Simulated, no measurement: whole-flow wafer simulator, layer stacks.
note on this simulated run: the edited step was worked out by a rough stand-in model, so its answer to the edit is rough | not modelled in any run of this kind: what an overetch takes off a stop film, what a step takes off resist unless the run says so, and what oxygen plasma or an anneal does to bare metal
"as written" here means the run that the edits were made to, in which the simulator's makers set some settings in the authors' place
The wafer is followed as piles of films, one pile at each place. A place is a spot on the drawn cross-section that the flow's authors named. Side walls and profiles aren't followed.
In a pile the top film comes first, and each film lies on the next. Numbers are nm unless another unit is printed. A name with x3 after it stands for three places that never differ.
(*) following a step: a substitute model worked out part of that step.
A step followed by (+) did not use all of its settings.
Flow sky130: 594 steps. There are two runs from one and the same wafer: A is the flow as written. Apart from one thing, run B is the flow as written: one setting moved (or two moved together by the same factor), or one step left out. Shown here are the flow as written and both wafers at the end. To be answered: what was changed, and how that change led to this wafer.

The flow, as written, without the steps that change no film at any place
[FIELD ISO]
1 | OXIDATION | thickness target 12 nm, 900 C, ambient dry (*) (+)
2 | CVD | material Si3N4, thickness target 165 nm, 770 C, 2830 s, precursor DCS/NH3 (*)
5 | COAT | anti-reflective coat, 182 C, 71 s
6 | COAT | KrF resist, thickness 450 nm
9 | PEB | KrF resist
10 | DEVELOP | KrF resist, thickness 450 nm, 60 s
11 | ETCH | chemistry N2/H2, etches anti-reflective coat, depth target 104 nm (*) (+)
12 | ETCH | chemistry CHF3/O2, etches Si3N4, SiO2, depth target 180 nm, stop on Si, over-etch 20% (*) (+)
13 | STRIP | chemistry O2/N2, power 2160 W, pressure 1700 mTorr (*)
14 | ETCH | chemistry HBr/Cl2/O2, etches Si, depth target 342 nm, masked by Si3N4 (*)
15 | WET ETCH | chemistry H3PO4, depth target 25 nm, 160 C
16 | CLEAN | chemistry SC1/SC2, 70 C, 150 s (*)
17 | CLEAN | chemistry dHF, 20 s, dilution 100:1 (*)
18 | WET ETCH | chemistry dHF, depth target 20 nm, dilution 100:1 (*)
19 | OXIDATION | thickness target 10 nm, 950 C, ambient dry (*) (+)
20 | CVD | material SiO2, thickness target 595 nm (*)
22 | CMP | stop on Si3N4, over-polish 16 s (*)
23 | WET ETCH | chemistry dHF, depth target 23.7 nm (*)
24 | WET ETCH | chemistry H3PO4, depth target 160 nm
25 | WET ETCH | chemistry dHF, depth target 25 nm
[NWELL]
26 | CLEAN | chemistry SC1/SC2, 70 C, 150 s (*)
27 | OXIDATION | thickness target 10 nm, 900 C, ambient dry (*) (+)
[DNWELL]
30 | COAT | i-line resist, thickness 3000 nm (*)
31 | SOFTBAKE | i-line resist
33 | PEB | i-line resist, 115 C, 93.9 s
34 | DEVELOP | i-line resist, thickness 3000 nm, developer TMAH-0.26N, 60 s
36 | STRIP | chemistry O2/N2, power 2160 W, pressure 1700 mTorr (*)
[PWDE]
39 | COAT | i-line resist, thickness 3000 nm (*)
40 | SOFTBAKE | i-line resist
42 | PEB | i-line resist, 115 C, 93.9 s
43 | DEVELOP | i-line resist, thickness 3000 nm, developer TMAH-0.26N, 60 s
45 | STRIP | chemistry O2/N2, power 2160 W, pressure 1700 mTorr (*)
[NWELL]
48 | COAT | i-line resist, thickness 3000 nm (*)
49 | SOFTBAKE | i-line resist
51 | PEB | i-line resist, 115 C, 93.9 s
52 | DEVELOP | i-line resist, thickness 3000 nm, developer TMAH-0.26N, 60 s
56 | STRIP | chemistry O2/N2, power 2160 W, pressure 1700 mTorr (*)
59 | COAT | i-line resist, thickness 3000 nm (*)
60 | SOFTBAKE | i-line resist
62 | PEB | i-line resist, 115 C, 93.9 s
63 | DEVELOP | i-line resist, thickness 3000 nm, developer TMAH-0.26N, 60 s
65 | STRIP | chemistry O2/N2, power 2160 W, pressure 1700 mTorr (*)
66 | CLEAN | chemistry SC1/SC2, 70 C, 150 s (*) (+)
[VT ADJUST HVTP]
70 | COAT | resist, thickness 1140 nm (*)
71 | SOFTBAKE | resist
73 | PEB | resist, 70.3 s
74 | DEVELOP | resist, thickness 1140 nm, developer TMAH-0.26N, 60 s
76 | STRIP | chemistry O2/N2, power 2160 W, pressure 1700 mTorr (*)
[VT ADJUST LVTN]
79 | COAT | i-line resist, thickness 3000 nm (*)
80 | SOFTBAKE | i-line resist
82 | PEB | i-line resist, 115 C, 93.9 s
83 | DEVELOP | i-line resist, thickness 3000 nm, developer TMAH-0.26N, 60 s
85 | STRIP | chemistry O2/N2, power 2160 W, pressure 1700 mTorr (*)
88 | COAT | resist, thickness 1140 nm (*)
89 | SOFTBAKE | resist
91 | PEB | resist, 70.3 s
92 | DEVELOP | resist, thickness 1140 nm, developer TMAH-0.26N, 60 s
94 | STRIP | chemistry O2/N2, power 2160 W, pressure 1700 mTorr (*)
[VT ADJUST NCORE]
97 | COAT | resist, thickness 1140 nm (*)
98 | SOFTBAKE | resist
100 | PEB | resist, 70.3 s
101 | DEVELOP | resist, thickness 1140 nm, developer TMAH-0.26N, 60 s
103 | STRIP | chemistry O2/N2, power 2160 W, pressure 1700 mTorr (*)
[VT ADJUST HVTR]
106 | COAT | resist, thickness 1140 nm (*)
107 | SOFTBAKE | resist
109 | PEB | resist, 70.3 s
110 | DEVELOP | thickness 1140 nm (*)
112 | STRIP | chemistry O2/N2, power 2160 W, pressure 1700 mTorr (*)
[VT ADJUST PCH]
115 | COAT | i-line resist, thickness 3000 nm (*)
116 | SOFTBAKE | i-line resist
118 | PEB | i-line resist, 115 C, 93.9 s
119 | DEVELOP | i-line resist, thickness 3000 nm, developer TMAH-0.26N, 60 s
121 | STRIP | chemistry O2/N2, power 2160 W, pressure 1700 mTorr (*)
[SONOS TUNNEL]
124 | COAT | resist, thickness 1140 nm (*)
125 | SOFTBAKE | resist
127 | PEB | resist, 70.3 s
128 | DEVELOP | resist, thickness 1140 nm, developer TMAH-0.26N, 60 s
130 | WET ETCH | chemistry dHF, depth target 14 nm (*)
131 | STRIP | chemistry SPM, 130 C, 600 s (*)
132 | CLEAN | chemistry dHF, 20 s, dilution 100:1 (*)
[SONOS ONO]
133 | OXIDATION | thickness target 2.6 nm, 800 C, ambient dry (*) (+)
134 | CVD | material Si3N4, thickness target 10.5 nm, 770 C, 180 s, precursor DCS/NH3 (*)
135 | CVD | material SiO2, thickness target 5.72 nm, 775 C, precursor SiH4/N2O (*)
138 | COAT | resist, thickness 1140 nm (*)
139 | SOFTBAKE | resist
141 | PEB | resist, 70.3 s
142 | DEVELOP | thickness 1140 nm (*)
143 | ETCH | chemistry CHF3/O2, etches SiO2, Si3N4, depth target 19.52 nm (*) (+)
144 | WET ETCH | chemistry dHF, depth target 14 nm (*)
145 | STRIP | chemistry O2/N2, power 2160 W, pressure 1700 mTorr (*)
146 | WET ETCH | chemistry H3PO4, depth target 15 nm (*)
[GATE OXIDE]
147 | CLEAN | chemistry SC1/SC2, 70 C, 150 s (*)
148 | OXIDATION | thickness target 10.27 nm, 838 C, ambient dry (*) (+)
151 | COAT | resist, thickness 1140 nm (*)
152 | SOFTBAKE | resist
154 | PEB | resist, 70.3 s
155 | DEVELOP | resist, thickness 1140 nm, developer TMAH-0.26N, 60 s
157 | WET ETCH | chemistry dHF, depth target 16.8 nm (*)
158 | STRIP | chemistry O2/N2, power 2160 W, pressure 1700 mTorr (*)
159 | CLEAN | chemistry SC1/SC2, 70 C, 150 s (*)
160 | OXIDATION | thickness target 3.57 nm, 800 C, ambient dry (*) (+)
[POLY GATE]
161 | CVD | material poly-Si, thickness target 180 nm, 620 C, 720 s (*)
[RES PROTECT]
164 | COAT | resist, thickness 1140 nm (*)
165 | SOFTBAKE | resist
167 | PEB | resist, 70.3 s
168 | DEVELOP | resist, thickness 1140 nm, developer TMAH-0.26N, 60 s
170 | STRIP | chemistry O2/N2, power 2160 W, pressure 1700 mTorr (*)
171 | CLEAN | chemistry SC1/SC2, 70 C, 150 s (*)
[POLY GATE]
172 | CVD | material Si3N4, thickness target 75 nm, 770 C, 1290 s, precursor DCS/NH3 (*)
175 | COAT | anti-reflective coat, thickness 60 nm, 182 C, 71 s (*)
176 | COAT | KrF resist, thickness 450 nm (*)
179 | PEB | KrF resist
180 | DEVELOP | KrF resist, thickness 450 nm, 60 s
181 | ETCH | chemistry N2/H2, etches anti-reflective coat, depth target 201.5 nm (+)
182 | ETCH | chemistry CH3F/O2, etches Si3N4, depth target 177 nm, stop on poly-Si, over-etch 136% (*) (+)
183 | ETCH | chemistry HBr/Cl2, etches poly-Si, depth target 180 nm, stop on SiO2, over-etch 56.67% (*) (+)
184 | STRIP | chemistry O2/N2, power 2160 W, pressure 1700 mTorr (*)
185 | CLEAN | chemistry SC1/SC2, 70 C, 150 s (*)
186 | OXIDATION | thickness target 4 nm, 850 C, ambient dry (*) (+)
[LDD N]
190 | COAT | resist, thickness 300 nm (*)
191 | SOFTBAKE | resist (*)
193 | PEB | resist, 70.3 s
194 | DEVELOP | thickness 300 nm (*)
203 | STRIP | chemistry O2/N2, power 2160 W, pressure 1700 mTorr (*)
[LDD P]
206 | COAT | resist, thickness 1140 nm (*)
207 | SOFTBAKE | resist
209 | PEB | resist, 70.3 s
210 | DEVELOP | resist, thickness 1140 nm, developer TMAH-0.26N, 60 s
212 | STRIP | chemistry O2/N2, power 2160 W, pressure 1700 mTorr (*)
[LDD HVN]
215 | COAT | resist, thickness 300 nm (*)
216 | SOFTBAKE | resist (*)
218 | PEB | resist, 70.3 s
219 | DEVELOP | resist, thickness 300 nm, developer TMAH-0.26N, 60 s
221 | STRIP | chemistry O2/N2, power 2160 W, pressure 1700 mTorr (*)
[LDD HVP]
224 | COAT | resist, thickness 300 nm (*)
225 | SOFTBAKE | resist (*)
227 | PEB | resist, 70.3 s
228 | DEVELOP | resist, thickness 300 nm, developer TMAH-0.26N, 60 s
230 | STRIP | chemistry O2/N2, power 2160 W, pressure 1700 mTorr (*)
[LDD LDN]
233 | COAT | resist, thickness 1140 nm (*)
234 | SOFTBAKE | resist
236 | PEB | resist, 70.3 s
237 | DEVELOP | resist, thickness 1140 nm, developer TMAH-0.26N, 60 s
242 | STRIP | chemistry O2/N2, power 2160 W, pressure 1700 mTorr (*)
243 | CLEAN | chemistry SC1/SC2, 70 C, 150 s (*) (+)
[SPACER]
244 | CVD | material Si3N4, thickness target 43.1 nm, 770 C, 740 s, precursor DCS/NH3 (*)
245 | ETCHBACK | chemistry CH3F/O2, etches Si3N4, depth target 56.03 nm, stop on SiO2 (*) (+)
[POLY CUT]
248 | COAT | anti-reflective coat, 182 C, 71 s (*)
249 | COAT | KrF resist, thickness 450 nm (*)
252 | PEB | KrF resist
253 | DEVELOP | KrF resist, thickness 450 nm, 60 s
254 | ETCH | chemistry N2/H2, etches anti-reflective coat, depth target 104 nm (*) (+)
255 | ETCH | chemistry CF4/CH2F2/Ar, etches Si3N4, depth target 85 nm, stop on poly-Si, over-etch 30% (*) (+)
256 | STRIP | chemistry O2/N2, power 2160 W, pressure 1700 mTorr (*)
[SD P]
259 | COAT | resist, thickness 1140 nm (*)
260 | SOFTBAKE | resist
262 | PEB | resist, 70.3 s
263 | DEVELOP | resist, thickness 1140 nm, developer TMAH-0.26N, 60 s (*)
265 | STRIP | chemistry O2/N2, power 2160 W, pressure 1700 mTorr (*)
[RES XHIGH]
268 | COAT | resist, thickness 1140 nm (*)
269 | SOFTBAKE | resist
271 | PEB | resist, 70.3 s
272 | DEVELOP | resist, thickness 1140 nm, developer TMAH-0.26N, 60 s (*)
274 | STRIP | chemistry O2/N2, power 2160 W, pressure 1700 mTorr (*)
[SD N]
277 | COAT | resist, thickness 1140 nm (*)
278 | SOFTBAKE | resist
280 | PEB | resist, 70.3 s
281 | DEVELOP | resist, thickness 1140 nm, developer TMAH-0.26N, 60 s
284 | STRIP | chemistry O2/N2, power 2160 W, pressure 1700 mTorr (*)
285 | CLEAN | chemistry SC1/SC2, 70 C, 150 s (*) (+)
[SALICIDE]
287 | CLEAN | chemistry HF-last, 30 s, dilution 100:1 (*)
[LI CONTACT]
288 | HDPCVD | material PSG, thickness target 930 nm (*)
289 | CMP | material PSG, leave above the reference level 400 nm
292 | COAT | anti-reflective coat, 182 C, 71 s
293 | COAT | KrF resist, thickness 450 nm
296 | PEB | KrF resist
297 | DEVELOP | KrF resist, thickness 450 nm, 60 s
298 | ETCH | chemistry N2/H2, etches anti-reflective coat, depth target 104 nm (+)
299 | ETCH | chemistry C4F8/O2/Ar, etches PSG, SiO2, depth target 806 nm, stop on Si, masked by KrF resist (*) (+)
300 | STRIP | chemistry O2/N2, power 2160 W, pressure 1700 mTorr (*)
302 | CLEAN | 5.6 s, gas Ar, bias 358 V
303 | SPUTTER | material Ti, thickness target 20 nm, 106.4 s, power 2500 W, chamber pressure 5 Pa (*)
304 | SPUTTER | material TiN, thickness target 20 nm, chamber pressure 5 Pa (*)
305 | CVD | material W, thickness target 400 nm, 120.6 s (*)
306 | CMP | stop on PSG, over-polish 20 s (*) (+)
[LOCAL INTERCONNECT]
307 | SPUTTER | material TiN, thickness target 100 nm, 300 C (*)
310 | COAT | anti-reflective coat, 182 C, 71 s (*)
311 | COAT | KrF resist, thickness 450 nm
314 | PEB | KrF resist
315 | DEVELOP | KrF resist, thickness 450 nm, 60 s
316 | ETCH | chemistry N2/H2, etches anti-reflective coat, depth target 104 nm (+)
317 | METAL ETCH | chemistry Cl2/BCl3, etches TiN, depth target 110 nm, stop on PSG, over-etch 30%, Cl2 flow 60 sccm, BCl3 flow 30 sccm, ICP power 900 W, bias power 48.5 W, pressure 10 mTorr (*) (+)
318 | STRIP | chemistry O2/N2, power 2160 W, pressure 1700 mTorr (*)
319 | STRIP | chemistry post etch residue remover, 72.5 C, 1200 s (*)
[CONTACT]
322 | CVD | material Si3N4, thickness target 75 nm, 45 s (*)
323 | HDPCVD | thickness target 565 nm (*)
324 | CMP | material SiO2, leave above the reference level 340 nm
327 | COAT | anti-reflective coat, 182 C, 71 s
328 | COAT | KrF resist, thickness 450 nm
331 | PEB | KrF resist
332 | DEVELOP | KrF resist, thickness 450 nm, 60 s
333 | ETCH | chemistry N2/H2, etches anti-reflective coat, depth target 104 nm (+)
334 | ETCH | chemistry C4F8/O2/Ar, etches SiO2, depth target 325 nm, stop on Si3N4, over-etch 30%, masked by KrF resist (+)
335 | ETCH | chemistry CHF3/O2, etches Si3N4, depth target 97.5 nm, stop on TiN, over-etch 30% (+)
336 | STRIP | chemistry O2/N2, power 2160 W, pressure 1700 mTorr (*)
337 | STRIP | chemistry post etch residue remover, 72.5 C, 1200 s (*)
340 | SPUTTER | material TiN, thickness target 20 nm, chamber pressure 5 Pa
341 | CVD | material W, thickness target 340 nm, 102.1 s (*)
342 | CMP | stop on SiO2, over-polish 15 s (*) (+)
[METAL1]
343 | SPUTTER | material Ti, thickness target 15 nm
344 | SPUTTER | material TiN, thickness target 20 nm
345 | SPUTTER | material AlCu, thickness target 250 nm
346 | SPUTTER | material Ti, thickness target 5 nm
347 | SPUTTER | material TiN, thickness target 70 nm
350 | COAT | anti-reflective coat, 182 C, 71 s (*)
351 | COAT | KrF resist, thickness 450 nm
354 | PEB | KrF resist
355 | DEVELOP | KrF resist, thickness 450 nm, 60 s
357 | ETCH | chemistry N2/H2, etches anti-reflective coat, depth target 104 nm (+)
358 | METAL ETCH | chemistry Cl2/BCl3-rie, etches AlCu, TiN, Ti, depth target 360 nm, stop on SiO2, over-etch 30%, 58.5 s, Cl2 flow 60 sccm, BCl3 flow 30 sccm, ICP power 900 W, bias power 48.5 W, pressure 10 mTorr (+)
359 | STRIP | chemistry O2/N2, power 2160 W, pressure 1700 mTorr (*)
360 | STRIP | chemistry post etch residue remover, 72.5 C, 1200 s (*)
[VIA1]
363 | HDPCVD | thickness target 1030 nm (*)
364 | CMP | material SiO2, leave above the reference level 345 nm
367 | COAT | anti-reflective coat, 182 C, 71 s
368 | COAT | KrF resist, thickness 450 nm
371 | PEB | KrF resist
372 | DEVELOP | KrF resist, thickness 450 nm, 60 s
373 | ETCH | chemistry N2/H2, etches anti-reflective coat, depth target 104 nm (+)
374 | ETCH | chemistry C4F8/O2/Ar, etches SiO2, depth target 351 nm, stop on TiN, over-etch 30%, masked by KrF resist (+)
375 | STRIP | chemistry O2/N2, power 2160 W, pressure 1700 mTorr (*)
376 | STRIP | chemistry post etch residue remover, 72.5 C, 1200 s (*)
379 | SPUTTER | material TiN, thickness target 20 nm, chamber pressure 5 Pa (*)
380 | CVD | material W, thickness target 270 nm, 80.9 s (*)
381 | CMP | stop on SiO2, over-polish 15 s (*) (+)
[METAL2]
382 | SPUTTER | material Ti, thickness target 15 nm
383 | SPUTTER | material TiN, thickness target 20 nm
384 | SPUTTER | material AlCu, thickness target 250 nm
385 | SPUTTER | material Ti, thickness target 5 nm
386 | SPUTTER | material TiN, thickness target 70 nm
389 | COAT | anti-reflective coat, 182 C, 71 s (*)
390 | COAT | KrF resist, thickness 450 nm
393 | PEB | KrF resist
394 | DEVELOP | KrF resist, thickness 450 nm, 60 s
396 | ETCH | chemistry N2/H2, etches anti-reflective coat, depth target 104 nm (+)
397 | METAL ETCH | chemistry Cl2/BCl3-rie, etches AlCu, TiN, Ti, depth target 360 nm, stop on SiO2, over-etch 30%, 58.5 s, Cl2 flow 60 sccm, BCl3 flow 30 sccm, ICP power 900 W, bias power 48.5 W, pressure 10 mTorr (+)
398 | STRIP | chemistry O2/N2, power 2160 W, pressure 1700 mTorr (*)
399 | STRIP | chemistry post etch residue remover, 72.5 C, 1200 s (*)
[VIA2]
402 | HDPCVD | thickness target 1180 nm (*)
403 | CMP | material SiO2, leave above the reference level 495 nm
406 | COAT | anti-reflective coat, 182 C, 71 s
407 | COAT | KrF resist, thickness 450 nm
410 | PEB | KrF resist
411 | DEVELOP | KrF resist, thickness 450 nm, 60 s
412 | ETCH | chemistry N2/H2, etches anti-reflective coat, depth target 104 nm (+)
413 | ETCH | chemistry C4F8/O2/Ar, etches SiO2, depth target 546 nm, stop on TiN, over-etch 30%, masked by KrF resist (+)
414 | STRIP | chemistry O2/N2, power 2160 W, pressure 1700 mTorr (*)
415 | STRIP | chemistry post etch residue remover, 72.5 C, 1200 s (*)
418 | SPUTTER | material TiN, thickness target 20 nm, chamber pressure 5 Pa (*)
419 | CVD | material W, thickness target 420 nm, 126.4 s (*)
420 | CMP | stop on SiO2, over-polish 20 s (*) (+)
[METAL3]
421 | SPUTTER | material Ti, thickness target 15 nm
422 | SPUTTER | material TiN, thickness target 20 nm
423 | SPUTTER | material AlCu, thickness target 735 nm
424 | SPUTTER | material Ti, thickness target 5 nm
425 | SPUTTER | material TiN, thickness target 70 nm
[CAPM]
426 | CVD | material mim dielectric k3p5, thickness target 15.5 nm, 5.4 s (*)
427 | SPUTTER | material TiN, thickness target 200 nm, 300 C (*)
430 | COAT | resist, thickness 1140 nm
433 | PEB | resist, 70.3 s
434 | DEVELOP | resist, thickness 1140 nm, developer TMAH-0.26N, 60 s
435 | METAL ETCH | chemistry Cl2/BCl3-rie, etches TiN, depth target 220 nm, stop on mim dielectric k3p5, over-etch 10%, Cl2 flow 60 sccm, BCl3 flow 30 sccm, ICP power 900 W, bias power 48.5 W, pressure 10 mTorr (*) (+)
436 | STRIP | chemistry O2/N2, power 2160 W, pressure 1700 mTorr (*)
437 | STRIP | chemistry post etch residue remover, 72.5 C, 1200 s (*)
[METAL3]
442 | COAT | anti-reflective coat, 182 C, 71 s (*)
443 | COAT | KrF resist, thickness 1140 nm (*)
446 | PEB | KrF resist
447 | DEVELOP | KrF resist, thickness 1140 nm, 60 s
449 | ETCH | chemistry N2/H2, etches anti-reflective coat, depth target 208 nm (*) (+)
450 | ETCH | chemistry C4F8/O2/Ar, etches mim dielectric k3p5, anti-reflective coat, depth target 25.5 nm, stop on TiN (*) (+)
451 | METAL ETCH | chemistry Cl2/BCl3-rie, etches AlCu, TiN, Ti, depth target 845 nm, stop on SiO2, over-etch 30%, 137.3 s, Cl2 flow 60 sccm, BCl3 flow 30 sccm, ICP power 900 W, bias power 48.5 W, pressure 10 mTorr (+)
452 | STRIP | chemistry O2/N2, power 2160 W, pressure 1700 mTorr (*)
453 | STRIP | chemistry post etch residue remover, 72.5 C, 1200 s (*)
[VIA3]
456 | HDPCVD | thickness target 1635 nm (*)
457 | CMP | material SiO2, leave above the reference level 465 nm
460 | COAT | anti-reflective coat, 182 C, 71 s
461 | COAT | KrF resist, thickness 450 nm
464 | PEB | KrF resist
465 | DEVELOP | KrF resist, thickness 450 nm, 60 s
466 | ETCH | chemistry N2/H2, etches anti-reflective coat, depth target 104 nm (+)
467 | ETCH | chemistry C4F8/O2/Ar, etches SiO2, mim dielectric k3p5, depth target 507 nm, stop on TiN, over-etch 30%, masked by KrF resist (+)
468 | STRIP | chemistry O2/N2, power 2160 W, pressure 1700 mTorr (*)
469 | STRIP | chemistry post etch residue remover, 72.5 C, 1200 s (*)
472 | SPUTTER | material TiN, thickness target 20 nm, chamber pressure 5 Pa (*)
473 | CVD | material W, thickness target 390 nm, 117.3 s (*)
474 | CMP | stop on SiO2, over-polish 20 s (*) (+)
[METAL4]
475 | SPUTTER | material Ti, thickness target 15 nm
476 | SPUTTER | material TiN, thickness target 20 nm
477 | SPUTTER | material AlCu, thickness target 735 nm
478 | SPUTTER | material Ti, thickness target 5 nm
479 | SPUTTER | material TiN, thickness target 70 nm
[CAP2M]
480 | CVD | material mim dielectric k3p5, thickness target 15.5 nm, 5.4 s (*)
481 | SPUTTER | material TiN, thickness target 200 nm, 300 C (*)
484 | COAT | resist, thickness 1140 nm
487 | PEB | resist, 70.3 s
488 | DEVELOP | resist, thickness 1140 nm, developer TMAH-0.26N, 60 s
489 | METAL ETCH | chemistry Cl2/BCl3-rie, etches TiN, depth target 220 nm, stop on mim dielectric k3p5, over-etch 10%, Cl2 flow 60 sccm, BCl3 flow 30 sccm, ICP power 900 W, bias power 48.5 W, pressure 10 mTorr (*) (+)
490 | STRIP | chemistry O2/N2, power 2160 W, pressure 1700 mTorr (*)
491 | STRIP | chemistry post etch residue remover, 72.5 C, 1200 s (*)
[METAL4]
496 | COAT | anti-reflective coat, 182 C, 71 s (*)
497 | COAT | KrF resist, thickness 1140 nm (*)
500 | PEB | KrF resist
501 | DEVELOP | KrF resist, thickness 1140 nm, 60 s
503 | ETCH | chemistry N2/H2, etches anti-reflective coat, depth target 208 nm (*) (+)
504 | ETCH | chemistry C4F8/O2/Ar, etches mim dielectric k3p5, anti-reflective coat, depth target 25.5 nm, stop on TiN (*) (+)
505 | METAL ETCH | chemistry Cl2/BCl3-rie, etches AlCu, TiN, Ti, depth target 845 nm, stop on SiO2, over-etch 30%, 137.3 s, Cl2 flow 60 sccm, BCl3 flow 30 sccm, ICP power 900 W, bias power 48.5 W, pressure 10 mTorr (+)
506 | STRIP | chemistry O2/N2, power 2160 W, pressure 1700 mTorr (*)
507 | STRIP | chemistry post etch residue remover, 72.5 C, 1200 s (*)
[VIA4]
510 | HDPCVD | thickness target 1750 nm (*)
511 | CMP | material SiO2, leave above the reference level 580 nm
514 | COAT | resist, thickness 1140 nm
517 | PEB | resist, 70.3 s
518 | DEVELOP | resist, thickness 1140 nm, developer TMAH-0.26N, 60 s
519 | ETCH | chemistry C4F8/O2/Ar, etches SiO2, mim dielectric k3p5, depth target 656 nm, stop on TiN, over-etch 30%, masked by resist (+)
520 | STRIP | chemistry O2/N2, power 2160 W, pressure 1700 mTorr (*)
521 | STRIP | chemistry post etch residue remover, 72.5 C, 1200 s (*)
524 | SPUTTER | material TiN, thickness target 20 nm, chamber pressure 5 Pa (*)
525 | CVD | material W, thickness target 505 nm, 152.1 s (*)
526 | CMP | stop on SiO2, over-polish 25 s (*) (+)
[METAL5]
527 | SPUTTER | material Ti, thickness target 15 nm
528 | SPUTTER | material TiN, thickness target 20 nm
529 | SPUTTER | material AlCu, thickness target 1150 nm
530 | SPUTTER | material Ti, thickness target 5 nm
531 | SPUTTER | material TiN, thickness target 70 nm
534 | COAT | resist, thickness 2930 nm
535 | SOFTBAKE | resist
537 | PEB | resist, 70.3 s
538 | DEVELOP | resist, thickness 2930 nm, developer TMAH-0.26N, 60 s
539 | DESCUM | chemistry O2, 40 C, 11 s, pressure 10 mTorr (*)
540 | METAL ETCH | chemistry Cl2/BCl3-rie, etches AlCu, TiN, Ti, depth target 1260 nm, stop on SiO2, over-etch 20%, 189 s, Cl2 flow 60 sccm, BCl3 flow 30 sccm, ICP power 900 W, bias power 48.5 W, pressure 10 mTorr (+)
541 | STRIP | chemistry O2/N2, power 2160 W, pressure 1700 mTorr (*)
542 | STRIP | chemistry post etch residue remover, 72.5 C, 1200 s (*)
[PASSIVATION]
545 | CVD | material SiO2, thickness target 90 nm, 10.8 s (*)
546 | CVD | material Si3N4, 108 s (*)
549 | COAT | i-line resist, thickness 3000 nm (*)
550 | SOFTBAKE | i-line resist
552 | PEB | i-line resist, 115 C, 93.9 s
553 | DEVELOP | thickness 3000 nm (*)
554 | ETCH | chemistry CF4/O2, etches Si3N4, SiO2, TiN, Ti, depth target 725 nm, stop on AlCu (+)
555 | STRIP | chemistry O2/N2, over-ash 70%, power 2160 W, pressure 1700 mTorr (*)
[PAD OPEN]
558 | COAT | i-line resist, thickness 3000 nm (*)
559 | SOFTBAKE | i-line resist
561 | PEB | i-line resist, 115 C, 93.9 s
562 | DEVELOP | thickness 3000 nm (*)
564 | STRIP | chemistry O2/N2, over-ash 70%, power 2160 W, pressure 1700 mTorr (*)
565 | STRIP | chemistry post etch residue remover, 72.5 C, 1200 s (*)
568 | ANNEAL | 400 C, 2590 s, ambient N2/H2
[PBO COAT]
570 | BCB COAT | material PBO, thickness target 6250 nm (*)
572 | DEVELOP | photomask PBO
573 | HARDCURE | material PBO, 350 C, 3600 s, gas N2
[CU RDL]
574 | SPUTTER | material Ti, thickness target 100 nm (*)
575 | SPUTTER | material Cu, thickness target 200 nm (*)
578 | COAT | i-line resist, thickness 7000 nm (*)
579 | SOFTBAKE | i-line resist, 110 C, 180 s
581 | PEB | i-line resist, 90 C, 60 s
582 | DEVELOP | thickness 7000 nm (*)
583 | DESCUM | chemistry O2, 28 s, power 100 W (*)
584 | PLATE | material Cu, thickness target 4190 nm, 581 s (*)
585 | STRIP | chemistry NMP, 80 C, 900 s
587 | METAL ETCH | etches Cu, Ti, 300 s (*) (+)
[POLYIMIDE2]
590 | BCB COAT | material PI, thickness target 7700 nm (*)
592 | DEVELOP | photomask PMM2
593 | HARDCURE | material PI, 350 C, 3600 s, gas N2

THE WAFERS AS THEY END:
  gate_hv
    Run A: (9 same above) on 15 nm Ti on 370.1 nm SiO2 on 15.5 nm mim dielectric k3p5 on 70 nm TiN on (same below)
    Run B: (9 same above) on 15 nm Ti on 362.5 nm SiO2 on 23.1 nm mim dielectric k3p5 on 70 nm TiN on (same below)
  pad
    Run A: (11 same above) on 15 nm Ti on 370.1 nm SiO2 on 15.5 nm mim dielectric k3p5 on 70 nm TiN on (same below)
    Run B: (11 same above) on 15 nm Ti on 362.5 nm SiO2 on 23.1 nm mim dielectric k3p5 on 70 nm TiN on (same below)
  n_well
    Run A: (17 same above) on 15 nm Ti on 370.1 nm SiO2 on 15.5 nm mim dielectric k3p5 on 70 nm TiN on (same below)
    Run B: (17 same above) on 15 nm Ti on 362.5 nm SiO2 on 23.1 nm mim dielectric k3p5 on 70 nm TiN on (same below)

What caused this: step 426, CVD: thickness target 23.1 nm was run, though the flow has thickness target 15.5 nm; step 426, CVD: 8.05 s was run, where the flow has 5.4 s.
The wafer itself shows it: gate_hv has mim dielectric k3p5 23.1, and step 426 as written asks for 15.5 nm.

How this came from the change, step by step:
  426 | CVD | material mim dielectric k3p5, thickness target 15.5 nm, 5.4 s (*)
      field, active, n_well and 188 more: A mim dielectric k3p5 gains 15.5 (new film) | B mim dielectric k3p5 gains 23.1 (new film)
  450 | ETCH | chemistry C4F8/O2/Ar, etches mim dielectric k3p5, anti-reflective coat, depth target 25.5 nm, stop on TiN (*) (+)
      n_well, p_well, gate_hv and 104 more: A KrF resist loses 15.5 | B KrF resist loses 17
      field, active, gate and 82 more: A mim dielectric k3p5 loses 15.5 (all of it) | B mim dielectric k3p5 loses 23.1 (all of it)
  467 | ETCH | chemistry C4F8/O2/Ar, etches SiO2, mim dielectric k3p5, depth target 507 nm, stop on TiN, over-etch 30%, masked by KrF resist (+)
      m1: A SiO2 loses 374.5 (all of it), mim dielectric k3p5 loses 15.5 (all of it) | B SiO2 loses 366.9 (all of it), mim dielectric k3p5 loses 23.1 (all of it)
      via3_hole: A SiO2 loses 373.9 (all of it), mim dielectric k3p5 loses 15.5 (all of it) | B SiO2 loses 366.3 (all of it), mim dielectric k3p5 loses 23.1 (all of it)
